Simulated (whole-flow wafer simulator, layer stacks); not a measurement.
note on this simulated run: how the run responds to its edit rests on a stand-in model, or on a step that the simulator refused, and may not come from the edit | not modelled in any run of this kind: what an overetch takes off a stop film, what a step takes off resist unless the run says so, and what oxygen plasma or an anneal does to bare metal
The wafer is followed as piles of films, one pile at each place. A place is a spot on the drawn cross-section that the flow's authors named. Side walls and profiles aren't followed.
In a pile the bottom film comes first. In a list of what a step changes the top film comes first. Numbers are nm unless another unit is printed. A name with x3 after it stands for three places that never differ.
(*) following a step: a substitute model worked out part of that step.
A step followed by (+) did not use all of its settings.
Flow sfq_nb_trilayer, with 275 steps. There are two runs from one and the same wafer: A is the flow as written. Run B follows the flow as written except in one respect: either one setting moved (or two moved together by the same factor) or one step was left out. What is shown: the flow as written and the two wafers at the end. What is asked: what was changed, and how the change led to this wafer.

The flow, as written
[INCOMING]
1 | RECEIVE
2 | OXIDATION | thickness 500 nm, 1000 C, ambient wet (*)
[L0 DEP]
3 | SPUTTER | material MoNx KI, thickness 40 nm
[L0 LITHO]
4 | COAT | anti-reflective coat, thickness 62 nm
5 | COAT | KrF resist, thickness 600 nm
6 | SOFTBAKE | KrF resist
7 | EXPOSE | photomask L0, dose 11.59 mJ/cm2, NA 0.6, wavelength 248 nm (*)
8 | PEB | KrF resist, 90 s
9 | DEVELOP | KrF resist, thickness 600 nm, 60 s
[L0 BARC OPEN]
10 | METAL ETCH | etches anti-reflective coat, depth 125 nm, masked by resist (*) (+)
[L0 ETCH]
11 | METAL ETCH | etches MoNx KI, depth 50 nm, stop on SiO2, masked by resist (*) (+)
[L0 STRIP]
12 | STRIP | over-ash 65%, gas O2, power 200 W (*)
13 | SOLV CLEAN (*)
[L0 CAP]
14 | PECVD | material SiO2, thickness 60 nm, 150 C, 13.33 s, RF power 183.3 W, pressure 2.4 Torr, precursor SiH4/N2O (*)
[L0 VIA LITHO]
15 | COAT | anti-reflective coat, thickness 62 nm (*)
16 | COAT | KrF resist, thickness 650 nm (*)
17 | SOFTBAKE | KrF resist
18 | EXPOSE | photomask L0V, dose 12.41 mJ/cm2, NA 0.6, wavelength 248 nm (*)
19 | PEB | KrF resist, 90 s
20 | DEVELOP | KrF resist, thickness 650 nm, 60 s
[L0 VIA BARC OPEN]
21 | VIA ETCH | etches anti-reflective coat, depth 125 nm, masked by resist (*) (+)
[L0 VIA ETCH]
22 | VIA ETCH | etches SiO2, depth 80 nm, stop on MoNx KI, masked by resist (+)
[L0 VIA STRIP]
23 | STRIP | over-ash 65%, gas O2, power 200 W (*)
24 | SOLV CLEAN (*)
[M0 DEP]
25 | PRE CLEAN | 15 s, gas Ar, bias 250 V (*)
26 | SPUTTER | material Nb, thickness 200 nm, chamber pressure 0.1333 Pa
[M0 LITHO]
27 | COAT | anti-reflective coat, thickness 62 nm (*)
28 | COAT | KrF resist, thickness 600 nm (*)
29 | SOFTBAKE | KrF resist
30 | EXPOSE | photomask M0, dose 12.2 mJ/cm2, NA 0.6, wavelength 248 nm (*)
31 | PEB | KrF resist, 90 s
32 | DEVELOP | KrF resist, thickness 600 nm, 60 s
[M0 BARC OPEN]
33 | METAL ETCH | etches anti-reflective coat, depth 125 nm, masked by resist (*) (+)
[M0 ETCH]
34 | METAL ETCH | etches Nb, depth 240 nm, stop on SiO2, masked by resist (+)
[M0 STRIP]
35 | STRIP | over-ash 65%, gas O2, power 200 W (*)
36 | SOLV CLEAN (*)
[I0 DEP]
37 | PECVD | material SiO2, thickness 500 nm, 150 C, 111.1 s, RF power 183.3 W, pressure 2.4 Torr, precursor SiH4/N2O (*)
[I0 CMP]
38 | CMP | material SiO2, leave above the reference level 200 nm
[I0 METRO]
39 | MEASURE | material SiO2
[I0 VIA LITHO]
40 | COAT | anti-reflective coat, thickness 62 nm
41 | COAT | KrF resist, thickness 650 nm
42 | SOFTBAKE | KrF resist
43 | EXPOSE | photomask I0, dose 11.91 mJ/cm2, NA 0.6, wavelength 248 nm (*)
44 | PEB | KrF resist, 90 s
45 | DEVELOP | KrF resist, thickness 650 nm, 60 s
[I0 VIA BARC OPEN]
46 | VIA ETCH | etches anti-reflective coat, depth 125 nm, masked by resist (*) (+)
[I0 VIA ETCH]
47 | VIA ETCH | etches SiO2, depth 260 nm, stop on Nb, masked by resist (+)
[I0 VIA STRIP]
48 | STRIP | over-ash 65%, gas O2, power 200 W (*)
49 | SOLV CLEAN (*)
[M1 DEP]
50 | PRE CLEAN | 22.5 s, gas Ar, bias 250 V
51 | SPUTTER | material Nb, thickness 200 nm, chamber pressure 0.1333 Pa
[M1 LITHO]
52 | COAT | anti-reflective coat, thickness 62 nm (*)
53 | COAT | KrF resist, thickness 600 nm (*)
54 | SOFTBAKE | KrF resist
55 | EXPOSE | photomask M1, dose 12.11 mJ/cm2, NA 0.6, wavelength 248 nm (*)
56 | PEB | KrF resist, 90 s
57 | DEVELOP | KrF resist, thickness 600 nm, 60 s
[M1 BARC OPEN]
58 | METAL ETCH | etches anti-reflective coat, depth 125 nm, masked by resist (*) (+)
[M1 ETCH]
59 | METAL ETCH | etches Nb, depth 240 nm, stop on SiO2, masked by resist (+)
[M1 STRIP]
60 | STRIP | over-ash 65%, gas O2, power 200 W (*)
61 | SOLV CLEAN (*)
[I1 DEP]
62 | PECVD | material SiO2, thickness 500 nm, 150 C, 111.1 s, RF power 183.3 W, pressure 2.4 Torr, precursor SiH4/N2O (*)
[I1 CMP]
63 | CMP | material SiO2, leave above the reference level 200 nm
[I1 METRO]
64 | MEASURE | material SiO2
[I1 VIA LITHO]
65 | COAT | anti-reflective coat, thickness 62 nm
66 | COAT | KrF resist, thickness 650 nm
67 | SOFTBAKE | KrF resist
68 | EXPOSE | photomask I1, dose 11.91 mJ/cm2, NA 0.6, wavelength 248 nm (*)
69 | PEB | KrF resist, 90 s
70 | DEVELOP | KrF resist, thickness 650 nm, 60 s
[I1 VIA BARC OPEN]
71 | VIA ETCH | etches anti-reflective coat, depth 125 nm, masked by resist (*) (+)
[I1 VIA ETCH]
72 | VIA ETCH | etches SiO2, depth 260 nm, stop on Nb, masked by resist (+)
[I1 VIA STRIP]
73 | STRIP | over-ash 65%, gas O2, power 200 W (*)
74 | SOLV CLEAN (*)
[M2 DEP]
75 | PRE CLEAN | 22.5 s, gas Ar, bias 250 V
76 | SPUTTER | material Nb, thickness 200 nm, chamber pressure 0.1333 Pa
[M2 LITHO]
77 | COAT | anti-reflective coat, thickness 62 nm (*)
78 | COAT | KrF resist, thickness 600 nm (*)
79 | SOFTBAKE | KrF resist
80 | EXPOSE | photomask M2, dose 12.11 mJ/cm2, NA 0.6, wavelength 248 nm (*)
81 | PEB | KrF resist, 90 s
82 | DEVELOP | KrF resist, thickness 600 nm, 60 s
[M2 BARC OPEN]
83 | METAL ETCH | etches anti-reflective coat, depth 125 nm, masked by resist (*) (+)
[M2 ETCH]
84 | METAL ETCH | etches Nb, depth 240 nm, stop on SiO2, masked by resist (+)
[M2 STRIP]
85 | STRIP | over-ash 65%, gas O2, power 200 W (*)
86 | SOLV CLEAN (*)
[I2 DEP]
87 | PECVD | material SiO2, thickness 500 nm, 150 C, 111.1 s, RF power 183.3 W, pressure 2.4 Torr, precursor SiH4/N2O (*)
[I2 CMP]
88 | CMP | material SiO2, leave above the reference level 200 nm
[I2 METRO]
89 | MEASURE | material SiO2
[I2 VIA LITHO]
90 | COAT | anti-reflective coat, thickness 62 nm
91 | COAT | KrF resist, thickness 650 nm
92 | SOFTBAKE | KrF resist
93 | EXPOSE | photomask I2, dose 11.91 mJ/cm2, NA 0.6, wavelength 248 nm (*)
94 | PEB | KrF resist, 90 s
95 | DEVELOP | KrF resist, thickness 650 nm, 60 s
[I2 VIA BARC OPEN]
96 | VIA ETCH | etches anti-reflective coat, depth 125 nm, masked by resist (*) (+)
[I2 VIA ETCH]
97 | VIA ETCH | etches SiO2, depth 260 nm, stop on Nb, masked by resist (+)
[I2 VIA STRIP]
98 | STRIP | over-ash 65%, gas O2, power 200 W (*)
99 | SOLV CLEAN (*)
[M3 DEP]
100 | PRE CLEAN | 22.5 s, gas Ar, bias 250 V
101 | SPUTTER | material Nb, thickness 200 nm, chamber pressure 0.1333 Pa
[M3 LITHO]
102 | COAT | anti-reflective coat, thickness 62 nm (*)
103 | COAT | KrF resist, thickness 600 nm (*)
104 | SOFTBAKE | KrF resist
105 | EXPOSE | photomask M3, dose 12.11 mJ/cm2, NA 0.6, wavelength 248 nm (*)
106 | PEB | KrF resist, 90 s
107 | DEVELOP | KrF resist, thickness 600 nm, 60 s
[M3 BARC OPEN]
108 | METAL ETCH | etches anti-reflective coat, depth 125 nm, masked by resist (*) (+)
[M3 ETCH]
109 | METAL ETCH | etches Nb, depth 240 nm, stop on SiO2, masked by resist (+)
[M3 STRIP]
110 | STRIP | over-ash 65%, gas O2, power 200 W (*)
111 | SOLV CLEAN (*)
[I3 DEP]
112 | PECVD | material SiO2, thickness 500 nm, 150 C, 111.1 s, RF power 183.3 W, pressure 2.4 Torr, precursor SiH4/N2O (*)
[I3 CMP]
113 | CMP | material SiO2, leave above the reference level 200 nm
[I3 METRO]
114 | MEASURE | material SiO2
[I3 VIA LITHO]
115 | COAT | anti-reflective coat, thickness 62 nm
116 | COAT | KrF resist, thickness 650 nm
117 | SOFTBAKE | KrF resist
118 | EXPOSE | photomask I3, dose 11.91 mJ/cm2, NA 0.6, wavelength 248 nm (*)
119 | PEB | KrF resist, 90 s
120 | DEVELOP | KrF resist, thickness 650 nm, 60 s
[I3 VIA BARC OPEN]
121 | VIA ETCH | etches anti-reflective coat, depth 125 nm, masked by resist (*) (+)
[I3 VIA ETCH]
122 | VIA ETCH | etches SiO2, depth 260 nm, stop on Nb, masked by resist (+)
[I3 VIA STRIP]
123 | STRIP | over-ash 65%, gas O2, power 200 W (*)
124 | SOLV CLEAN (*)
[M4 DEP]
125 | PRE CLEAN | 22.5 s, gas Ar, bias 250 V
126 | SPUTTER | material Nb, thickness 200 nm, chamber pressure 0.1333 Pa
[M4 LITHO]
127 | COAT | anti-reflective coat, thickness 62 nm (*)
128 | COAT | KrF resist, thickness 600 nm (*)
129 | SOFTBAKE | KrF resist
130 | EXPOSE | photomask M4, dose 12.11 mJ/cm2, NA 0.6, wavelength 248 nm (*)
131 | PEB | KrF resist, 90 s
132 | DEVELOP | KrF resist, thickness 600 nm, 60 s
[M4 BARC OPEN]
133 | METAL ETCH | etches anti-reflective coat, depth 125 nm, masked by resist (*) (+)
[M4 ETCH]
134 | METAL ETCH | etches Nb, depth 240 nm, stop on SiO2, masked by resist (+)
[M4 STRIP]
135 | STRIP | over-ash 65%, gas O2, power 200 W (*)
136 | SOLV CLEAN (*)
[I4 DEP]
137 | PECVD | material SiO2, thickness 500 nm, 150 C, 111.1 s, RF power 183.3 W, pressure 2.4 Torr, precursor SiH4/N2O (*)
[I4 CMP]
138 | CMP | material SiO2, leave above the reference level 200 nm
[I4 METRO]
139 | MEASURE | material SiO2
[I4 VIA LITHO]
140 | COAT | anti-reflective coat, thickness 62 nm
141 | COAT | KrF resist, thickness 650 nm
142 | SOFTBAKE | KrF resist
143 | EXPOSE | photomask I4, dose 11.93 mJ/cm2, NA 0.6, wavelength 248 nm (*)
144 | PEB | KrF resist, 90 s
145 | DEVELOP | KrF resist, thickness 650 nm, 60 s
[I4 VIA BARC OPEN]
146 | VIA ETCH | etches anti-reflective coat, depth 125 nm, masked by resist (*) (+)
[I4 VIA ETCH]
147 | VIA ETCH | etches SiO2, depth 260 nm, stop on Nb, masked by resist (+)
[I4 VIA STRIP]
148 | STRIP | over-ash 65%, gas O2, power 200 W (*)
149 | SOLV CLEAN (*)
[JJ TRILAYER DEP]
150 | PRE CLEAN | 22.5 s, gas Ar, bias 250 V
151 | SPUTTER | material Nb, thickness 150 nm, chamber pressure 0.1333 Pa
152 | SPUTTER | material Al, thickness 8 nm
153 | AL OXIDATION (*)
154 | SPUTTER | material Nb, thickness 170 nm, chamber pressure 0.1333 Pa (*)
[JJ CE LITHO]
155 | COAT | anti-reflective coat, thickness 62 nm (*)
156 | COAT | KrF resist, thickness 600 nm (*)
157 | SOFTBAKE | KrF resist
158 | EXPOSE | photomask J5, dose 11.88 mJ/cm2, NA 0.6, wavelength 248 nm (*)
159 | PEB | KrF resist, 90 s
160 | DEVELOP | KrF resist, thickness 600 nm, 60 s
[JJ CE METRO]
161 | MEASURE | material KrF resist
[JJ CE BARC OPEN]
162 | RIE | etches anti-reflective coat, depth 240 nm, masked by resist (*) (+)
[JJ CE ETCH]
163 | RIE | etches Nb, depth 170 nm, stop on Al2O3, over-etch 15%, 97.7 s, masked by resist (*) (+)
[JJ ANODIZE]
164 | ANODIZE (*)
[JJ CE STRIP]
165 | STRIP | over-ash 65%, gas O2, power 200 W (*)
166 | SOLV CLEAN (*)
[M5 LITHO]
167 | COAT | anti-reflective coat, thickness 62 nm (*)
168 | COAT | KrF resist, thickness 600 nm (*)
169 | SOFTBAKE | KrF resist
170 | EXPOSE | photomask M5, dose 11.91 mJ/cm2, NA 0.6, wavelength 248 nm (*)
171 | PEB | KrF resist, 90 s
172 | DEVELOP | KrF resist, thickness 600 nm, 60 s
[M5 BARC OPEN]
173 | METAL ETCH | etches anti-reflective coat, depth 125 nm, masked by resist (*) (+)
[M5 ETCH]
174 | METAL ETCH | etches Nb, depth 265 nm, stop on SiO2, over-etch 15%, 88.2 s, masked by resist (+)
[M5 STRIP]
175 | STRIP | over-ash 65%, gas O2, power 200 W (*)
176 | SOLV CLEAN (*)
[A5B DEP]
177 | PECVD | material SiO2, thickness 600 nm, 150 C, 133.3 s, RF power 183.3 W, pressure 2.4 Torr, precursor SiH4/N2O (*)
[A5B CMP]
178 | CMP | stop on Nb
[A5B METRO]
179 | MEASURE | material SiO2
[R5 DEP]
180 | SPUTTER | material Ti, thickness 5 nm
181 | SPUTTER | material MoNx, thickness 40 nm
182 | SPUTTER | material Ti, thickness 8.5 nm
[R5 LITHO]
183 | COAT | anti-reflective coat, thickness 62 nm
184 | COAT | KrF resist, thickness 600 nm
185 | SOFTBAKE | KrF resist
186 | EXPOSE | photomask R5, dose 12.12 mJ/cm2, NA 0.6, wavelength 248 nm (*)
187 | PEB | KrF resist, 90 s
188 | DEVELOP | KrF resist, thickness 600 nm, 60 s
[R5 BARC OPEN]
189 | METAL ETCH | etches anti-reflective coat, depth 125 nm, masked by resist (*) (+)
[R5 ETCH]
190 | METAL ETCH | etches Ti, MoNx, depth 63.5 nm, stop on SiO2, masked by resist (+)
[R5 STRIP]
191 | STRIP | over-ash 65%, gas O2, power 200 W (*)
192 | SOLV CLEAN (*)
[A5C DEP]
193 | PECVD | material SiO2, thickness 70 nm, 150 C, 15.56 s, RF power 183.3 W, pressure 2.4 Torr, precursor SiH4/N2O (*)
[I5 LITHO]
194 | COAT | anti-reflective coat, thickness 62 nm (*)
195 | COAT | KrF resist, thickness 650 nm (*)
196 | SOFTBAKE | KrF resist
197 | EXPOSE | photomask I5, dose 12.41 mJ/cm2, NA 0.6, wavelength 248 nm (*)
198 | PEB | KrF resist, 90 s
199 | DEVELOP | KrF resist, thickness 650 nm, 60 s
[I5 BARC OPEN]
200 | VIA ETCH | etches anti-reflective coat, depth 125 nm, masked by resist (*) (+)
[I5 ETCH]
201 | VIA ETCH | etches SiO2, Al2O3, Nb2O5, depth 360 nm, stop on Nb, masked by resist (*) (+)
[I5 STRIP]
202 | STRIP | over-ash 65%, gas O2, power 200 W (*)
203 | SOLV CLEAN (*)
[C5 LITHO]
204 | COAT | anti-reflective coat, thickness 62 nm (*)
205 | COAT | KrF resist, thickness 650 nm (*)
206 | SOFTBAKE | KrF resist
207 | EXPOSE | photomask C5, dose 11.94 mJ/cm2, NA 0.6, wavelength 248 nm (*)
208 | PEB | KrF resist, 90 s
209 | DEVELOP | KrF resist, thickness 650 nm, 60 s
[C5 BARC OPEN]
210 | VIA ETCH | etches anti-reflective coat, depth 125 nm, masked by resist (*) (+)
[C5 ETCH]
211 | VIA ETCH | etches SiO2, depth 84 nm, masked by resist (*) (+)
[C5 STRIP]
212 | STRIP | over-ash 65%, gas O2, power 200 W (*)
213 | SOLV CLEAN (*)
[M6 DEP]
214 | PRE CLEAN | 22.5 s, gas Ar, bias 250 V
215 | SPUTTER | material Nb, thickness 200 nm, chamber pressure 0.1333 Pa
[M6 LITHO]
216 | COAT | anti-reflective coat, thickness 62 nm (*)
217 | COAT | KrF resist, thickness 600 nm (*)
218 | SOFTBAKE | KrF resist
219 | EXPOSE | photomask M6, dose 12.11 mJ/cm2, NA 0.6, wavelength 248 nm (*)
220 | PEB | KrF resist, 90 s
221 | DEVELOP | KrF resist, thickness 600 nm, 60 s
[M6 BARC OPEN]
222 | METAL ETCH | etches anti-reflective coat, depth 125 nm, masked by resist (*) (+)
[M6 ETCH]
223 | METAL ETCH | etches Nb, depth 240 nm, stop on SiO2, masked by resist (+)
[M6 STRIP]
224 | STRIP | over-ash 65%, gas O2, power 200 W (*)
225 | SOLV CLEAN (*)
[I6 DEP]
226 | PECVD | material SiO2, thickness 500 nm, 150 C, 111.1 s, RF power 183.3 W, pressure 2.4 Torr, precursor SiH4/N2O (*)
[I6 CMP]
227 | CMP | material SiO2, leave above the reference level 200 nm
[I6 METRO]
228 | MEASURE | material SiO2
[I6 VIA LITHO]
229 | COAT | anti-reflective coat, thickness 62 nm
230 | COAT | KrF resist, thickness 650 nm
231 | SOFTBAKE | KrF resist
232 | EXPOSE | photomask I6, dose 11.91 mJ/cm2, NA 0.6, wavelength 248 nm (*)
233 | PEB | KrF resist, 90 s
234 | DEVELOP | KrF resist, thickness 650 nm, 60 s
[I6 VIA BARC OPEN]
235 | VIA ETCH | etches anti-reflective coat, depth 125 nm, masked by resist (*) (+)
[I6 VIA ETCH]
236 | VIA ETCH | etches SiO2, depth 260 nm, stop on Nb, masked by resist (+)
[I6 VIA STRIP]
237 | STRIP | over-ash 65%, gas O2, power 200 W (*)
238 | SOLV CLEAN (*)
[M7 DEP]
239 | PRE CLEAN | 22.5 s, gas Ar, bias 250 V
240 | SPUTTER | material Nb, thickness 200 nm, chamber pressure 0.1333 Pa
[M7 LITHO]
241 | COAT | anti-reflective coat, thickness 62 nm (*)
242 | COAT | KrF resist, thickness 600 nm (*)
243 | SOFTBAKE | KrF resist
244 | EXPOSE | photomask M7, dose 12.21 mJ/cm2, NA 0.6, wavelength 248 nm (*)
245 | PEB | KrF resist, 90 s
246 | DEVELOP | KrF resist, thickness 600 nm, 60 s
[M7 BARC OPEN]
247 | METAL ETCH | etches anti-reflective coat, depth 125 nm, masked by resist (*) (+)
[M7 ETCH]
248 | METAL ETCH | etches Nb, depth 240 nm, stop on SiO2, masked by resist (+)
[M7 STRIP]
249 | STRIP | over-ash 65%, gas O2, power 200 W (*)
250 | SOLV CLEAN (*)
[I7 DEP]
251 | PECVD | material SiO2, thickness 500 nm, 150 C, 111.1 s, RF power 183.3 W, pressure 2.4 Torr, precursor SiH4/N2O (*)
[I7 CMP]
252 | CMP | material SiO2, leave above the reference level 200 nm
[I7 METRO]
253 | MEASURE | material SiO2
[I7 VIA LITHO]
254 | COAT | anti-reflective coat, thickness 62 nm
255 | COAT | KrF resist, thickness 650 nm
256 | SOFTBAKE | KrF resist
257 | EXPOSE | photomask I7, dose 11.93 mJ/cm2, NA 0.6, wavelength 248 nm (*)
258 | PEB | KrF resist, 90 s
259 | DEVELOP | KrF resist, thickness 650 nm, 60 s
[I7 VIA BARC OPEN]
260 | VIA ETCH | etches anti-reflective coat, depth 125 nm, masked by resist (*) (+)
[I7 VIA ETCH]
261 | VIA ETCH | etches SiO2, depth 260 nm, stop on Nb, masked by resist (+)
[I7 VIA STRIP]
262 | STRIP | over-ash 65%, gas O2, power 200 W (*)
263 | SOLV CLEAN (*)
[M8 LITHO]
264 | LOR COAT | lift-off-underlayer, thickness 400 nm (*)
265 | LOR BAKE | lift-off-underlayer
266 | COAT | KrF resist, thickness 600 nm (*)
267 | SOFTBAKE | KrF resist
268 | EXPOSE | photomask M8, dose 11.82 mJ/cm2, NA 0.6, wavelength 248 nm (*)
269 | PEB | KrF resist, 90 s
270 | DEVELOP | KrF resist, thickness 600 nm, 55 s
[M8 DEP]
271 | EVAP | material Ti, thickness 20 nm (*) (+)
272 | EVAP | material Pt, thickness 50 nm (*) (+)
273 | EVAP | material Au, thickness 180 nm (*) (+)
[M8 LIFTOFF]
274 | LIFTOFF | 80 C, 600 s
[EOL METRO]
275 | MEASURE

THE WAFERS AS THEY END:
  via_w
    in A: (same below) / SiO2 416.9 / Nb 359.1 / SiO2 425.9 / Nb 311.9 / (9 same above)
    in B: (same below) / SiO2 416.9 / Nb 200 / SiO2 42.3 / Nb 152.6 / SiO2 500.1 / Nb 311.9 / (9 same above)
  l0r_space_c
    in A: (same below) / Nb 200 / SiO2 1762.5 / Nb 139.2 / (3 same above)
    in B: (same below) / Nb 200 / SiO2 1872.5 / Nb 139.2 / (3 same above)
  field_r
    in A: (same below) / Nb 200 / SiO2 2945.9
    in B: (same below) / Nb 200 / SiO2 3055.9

The reason: step 88, CMP: leave above the reference level 310 nm was run, though the flow has leave above the reference level 200 nm.

How this came from the change, step by step:
  88 | CMP | material SiO2, leave above the reference level 200 nm
      field_l, be, be_sur and 81 more: A SiO2 loses 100 | B nothing
      v_sur, via_wl, via_w and 18 more: A SiO2 loses 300 | B SiO2 loses 190
      (also at 1 further place)
  90 | COAT | anti-reflective coat, thickness 62 nm
      wl_g_sr, m0r_space_l, m0r_space_r, m6r_space_l, m6r_space_r, m7r_space_l, m7r_space_r: A anti-reflective coat gains 62 (new film) | B anti-reflective coat gains 63.4 (new film)
      be, p3_s0: A anti-reflective coat gains 62 (new film) | B anti-reflective coat gains 63.3 (new film)
      (also at 14 further places)
  97 | VIA ETCH | etches SiO2, depth 260 nm, stop on Nb, masked by resist (+)
      via_w: A SiO2 loses 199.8 (all of it) | B SiO2 loses 260
  98 | STRIP | over-ash 65%, gas O2, power 200 W (*)
      m0r_space_l, m0r_space_r, m6r_space_l, m6r_space_r, m7r_space_l, m7r_space_r: A KrF resist loses 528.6 (all of it), anti-reflective coat loses 62 (all of it) | B KrF resist loses 530.2 (all of it), anti-reflective coat loses 63.4 (all of it)
      wl_d_sl, wl_d_sr: A KrF resist loses 528.6 (all of it), anti-reflective coat loses 62 (all of it) | B KrF resist loses 532.5 (all of it), anti-reflective coat loses 63.8 (all of it)
      (also at 15 further places)
  100 | PRE CLEAN | 22.5 s, gas Ar, bias 250 V
      via_w: A Nb loses 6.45 | B SiO2 loses 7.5
  101 | SPUTTER | material Nb, thickness 200 nm, chamber pressure 0.1333 Pa
      via_w: A Nb gains 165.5 | B Nb gains 152.6 (new film)
  102 | COAT | anti-reflective coat, thickness 62 nm (*)
      wl_g_sr, m0r_space_r, m6r_space_r, m7r_space_r: A anti-reflective coat gains 62 (new film) | B anti-reflective coat gains 63.3 (new film)
      wl_d_sl, wl_d_sr: A anti-reflective coat gains 62 (new film) | B anti-reflective coat gains 63.7 (new film)
      (also at 15 further places)
  103 | COAT | KrF resist, thickness 600 nm (*)
      via_w: A KrF resist gains 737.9 (new film) | B KrF resist gains 791.3 (new film)
  108 | METAL ETCH | etches anti-reflective coat, depth 125 nm, masked by resist (*) (+)
      wl_g_sr, m0r_space_r, m6r_space_r, m7r_space_r: A anti-reflective coat loses 62 (all of it) | B anti-reflective coat loses 63.3 (all of it)
      wl_d_sl, wl_d_sr: A anti-reflective coat loses 62 (all of it) | B anti-reflective coat loses 63.7 (all of it)
      (also at 8 further places)
  110 | STRIP | over-ash 65%, gas O2, power 200 W (*)
      v_sur: A KrF resist loses 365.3 (all of it), anti-reflective coat loses 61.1 (all of it) | B KrF resist loses 358.6 (all of it), anti-reflective coat loses 53.7 (all of it)
      via_wl: A KrF resist loses 384.2 (all of it), anti-reflective coat loses 34.2 (all of it) | B KrF resist loses 379 (all of it), anti-reflective coat loses 22.8 (all of it)
      (also at 6 further places)
  112 | PECVD | material SiO2, thickness 500 nm, 150 C, 111.1 s, RF power 183.3 W, pressure 2.4 Torr, precursor SiH4/N2O (*)
      via_w: A SiO2 gains 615 (new film) | B SiO2 gains 664.6 (new film)
  113 | CMP | material SiO2, leave above the reference level 200 nm
      field_l, be, be_sur and 64 more: A SiO2 loses 100 | B SiO2 loses 90
      p4_w1, p4_w2, p4_w3 and 6 more: A SiO2 loses 300 | B SiO2 loses 290
      (also at 9 further places)
If metal films that touch count as one body, via_w has 6 bodies (between them, from the top down: SiO2 192.5; SiO2 427.3 / Al2O3 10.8 / Nb2O5 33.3; SiO2 500.1; SiO2 42.3; SiO2 416.9); the flow as written gives 5 bodies (between them, from the top down: SiO2 192.5; SiO2 427.3 / Al2O3 10.8 / Nb2O5 33.3; SiO2 425.9; SiO2 416.9).
